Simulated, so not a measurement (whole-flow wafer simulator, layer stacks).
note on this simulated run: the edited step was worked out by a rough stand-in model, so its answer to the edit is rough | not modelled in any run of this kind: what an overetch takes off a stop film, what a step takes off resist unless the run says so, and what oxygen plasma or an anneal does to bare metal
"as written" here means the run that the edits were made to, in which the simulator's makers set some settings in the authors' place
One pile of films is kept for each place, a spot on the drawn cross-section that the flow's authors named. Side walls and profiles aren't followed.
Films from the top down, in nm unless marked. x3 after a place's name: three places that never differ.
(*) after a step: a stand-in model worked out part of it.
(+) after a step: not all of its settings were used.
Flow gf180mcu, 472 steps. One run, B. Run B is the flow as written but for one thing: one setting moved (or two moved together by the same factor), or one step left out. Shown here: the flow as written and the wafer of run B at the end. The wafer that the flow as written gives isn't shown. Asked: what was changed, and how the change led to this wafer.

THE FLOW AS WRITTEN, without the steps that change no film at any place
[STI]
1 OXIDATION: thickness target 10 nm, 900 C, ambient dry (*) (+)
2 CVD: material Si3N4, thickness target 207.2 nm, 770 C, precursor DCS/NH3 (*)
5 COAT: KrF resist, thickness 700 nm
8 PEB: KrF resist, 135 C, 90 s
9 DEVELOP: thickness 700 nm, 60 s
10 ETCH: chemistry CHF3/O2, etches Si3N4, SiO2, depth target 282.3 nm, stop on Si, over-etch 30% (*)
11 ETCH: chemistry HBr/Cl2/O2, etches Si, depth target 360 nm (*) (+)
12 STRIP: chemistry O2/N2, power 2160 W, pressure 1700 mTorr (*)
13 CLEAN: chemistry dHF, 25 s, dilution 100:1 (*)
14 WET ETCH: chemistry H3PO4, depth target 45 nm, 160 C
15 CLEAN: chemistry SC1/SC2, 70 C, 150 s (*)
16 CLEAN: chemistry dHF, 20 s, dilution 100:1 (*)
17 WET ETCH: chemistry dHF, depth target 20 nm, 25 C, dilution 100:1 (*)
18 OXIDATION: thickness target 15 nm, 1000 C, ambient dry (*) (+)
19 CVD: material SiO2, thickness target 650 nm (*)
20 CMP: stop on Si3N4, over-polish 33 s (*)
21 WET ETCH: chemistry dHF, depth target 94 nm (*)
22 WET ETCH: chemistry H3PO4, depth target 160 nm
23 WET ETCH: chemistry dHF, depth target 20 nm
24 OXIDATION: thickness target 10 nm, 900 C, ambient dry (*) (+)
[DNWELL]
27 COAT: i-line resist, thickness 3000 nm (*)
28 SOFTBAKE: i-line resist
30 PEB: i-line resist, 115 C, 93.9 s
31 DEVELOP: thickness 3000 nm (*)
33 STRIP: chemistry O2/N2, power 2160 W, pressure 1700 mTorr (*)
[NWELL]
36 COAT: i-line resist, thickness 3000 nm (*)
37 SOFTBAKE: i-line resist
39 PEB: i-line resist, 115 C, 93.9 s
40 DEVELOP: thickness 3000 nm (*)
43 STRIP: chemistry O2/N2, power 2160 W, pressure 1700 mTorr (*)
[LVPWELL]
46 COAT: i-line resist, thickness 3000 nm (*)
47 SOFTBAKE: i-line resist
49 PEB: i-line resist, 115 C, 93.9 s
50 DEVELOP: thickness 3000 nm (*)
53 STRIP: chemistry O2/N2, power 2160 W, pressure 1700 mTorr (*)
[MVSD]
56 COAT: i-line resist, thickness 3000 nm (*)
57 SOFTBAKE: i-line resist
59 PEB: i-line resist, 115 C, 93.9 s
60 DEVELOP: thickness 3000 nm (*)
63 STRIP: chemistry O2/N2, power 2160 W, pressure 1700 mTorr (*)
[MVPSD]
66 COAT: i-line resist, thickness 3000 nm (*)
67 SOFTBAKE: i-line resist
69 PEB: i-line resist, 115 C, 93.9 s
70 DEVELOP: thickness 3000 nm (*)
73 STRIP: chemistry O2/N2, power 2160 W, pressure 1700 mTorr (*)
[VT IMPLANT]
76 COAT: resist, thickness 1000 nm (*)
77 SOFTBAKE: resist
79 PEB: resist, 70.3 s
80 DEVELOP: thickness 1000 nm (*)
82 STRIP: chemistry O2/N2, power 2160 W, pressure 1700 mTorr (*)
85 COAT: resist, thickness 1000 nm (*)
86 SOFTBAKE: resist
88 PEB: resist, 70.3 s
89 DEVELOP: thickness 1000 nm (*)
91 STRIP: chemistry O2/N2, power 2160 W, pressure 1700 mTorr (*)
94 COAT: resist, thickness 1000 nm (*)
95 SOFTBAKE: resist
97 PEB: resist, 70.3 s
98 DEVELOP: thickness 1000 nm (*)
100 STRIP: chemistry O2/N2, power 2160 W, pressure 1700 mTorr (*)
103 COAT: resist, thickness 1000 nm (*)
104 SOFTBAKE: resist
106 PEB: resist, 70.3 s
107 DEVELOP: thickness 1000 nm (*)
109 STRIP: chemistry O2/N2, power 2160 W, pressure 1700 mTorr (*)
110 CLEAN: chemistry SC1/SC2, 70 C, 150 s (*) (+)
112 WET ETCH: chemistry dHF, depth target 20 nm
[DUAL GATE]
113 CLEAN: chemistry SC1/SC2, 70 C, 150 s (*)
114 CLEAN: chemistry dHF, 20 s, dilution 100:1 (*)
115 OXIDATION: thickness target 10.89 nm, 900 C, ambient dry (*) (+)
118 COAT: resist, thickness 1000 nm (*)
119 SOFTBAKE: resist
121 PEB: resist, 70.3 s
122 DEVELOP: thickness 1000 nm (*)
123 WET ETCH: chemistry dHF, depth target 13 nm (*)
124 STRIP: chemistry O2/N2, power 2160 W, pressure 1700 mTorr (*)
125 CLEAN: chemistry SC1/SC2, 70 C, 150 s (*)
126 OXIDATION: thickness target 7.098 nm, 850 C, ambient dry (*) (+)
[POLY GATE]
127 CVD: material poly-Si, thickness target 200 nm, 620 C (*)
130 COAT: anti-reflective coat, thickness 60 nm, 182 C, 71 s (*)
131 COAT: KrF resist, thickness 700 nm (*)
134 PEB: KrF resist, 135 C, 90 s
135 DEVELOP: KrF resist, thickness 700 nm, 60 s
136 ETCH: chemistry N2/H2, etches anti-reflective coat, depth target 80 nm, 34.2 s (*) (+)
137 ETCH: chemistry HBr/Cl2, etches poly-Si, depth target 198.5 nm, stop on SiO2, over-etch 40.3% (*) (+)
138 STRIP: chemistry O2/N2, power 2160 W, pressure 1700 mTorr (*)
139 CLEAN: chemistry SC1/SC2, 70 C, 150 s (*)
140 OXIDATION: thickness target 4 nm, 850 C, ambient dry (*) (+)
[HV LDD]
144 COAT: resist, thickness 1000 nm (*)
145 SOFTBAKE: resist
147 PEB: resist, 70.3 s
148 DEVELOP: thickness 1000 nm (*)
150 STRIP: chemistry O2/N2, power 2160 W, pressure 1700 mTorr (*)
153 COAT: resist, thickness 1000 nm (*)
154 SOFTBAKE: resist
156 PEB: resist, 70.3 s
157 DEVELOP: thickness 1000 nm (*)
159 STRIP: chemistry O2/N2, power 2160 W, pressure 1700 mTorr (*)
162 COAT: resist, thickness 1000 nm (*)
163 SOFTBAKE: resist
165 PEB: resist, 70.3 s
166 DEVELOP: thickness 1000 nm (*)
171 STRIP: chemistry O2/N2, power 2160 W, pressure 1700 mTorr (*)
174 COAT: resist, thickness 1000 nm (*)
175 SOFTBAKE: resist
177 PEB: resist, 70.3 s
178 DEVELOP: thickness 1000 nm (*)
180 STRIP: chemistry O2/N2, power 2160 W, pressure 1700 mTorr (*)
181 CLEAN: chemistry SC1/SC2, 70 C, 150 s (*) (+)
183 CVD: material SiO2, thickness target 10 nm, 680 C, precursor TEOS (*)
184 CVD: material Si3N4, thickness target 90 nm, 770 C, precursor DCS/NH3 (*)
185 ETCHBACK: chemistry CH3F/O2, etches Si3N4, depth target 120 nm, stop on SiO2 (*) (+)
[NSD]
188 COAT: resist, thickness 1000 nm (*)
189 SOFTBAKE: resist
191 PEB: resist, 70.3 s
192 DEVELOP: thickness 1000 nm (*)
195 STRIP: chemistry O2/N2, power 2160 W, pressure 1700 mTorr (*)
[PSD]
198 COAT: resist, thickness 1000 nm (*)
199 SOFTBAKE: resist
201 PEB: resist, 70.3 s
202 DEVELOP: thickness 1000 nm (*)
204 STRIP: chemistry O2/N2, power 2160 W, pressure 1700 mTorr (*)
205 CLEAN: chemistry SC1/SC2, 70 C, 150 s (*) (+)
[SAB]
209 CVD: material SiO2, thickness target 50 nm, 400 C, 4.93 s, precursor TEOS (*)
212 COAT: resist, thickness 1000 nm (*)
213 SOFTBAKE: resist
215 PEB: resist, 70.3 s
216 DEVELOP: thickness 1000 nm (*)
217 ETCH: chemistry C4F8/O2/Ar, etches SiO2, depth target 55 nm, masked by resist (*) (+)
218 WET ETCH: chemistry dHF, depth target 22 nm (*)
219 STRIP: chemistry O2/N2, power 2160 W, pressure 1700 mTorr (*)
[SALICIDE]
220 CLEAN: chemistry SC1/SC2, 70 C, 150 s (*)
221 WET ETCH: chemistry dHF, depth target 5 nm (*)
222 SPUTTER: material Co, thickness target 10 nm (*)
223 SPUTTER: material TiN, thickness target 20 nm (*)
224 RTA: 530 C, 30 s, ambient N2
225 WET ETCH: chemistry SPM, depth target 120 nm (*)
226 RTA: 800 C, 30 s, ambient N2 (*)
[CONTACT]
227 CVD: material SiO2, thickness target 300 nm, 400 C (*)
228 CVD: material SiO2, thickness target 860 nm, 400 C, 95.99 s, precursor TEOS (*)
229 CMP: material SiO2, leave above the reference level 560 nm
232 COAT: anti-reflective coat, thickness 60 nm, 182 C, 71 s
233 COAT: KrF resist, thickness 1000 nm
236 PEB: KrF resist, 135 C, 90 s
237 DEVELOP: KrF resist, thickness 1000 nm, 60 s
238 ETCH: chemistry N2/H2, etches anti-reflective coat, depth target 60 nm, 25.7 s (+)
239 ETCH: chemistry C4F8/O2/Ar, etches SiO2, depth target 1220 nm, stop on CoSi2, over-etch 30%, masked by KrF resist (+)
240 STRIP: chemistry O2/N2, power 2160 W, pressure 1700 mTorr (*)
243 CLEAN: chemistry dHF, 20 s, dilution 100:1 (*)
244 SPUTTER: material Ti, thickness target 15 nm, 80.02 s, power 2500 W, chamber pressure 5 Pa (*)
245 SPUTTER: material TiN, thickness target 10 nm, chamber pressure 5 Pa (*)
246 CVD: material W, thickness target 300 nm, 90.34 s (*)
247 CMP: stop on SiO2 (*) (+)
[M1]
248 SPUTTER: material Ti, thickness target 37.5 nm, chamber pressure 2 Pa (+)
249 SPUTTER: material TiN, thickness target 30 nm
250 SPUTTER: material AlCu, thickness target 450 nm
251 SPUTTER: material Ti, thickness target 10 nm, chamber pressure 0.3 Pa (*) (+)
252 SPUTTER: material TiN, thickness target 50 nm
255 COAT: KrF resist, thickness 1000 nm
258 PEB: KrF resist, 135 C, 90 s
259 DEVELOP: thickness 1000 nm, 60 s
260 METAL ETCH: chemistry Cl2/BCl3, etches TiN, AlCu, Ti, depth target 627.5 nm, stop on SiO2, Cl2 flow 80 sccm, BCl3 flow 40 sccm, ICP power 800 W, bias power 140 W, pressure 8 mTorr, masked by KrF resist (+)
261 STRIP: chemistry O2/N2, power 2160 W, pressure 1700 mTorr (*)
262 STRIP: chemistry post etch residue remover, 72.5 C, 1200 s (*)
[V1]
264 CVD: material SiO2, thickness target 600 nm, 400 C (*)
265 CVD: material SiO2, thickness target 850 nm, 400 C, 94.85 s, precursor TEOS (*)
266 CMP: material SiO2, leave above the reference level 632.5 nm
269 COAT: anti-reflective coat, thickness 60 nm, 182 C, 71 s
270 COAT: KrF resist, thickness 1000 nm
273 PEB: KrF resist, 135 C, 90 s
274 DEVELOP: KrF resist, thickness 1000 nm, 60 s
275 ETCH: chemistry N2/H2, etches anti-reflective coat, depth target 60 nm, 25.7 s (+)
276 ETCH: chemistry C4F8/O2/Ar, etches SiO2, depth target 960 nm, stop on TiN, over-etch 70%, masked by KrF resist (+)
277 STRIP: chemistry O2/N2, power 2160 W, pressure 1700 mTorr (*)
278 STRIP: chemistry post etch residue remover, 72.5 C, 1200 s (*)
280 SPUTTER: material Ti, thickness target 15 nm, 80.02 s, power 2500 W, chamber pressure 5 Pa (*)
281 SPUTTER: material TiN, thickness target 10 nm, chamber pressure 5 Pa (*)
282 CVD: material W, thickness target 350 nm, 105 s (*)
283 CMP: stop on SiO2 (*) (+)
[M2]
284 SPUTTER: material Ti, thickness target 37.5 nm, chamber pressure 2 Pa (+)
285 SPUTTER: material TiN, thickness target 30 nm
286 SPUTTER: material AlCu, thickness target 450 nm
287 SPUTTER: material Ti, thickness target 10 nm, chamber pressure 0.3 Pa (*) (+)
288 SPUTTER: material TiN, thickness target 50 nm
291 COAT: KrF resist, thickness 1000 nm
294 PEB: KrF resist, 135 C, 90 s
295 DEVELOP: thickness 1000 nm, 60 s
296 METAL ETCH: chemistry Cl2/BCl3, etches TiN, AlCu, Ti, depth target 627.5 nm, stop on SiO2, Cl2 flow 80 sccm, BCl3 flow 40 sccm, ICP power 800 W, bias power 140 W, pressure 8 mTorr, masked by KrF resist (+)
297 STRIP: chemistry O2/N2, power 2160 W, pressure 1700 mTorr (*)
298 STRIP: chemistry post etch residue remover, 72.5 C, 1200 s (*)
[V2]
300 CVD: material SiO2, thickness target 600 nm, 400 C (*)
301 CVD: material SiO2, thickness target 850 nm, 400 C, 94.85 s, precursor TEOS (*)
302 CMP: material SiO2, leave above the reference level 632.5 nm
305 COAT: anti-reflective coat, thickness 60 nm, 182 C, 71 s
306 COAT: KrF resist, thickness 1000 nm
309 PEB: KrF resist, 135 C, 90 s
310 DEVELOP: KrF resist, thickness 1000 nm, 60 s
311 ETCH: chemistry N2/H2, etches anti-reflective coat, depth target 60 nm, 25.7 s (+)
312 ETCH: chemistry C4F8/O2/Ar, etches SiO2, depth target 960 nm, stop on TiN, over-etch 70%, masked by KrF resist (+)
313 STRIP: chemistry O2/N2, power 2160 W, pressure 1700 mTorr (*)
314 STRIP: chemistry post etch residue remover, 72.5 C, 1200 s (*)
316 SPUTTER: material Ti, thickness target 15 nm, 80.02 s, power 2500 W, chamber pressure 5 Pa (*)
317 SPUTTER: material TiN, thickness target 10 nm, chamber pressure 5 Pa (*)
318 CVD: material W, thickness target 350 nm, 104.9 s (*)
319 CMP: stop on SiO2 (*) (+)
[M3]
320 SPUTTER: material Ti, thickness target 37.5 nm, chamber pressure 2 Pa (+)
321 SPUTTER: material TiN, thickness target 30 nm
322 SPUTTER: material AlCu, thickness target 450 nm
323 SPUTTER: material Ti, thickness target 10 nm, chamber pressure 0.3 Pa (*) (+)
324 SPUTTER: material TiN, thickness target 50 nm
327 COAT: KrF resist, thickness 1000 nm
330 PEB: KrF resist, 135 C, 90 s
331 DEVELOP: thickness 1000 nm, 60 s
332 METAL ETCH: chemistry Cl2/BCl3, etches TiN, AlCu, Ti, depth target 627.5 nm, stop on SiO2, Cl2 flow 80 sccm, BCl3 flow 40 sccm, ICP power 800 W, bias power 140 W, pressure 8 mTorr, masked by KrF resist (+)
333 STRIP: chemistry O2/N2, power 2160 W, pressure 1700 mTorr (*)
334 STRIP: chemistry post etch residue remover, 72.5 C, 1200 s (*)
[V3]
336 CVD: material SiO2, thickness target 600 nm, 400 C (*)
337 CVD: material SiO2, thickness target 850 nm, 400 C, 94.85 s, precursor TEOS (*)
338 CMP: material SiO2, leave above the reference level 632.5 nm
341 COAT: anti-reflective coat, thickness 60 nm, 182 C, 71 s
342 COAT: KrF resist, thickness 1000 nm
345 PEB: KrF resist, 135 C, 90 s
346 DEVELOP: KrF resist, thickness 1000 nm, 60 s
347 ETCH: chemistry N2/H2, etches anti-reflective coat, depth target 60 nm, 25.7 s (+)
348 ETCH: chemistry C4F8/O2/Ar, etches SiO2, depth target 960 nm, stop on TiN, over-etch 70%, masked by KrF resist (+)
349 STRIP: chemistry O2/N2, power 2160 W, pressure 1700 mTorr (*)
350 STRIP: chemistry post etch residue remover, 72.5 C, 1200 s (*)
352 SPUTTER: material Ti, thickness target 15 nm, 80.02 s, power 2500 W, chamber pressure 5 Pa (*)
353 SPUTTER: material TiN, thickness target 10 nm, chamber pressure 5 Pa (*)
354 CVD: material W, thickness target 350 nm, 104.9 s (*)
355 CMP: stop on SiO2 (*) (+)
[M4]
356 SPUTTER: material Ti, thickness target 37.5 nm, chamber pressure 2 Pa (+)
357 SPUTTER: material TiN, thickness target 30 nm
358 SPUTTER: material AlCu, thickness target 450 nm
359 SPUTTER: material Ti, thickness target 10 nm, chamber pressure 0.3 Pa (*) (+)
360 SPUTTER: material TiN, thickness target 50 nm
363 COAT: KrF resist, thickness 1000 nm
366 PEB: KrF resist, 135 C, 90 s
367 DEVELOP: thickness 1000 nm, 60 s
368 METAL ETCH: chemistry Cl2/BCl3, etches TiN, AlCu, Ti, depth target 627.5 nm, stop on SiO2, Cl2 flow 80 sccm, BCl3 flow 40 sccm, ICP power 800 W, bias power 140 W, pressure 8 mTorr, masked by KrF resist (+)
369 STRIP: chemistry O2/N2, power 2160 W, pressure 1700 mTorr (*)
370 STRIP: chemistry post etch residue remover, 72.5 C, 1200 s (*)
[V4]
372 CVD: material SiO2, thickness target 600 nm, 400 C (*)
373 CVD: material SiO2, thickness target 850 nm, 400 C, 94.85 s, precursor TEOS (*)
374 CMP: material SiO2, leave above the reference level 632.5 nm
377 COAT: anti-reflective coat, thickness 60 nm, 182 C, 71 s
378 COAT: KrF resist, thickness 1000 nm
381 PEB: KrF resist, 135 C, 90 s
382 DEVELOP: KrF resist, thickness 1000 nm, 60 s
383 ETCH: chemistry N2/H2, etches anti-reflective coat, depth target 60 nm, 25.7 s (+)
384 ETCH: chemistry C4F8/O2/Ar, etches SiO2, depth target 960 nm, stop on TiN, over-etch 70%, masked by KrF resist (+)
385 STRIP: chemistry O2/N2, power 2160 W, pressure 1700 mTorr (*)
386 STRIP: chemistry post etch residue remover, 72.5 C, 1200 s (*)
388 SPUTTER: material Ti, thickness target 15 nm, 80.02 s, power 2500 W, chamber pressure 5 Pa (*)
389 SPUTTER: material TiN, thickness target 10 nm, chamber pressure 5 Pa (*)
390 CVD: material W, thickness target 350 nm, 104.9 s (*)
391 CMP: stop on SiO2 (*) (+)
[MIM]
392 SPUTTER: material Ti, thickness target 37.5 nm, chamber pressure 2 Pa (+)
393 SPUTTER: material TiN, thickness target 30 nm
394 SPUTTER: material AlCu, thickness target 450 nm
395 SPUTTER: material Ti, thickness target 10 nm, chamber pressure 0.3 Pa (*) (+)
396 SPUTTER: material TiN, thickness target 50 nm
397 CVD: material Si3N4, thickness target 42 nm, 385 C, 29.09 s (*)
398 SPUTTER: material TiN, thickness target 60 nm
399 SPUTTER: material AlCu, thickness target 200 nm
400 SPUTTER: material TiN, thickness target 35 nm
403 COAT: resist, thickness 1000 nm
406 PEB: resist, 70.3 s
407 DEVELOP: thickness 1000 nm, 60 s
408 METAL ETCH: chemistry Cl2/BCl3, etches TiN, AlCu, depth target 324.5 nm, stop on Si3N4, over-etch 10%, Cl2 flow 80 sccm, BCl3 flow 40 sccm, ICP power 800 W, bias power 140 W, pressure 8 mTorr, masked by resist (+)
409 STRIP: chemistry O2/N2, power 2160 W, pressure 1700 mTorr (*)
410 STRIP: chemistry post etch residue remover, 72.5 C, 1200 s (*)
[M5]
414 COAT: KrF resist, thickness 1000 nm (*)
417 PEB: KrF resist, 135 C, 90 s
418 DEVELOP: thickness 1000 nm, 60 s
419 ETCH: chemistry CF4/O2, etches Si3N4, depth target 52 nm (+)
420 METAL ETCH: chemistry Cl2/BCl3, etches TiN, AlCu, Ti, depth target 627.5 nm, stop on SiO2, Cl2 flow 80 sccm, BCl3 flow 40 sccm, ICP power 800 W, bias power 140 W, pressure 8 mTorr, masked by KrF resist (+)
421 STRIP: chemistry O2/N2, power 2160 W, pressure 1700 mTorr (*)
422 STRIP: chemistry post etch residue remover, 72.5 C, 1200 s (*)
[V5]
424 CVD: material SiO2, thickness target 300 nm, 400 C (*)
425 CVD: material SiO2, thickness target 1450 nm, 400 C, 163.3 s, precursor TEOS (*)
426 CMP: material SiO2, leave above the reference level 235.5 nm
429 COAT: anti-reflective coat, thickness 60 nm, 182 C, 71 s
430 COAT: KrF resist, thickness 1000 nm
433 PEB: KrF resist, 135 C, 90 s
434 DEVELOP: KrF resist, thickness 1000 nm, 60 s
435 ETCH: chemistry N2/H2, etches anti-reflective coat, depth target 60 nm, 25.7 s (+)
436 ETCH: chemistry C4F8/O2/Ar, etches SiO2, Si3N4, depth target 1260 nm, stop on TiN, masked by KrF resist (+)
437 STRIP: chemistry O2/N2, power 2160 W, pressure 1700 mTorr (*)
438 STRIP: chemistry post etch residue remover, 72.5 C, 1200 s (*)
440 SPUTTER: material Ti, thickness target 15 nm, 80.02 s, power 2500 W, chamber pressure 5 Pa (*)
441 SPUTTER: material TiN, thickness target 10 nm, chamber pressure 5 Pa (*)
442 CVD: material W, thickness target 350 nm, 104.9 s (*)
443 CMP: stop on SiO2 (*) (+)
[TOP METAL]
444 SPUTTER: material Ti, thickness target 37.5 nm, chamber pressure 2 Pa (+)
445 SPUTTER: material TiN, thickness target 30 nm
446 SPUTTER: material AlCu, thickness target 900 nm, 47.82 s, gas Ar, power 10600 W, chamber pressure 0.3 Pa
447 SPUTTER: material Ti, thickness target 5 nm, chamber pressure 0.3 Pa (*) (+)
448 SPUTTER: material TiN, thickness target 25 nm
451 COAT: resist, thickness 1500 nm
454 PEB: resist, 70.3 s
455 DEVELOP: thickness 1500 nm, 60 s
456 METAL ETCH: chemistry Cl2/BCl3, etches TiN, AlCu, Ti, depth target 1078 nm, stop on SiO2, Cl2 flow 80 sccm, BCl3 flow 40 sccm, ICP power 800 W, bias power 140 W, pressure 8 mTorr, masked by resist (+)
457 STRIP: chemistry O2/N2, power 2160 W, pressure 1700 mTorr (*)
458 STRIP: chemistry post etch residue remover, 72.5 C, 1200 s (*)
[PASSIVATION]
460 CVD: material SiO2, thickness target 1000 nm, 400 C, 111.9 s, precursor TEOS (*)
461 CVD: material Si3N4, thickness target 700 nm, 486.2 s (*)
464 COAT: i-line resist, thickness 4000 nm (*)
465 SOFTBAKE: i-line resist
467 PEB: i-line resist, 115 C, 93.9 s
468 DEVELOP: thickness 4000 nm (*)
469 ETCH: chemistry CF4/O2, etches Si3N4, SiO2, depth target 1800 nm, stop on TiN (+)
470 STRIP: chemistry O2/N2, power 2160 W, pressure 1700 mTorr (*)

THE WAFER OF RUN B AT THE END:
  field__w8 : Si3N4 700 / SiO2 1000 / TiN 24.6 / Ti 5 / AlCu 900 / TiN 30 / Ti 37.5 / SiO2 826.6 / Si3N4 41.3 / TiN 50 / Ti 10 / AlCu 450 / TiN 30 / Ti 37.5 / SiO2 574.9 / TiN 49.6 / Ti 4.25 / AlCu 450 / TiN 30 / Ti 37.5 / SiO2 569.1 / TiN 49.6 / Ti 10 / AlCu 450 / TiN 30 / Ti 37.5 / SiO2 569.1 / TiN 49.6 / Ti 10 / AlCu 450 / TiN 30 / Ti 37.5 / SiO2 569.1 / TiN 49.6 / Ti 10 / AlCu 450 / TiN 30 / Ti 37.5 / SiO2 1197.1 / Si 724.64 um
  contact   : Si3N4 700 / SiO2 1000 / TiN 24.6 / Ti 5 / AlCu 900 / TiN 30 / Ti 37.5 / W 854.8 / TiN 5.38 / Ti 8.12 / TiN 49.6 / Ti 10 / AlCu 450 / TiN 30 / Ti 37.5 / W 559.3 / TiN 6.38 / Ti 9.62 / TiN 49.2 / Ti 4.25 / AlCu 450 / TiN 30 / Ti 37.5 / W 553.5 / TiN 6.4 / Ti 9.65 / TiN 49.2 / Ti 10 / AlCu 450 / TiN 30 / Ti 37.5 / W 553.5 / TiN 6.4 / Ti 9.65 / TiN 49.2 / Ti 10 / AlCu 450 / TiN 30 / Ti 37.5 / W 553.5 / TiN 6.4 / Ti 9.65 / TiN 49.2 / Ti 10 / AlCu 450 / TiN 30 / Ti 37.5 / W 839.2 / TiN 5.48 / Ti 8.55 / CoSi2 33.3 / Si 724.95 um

The cause: step 359, SPUTTER: thickness target 4.25 nm was run, where the flow has thickness target 10 nm.
It can be read off the wafer: field__w8 has Ti 4.25, and step 359 as written asks for 10 nm.

How the change led to this, step by step:
  359 SPUTTER: material Ti, thickness target 10 nm, chamber pressure 0.3 Pa (*) (+)
      field, field__w1, field__w2 and 108 more: Ti +4.25 (new film) (as written it would be: Ti +10 (new film))
  368 METAL ETCH: chemistry Cl2/BCl3, etches TiN, AlCu, Ti, depth target 627.5 nm, stop on SiO2, Cl2 flow 80 sccm, BCl3 flow 40 sccm, ICP power 800 W, bias power 140 W, pressure 8 mTorr, masked by KrF resist (+)
      field, field__w1, field__w2 and 103 more: TiN -50 (all of it), Ti -4.25 (all of it), AlCu -450 (all of it), TiN -30 (all of it), Ti -37.5 (all of it) (as written it would be: TiN -50 (all of it), Ti -10 (all of it), AlCu -450 (all of it), TiN -30 (all of it), Ti -37.5 (all of it))
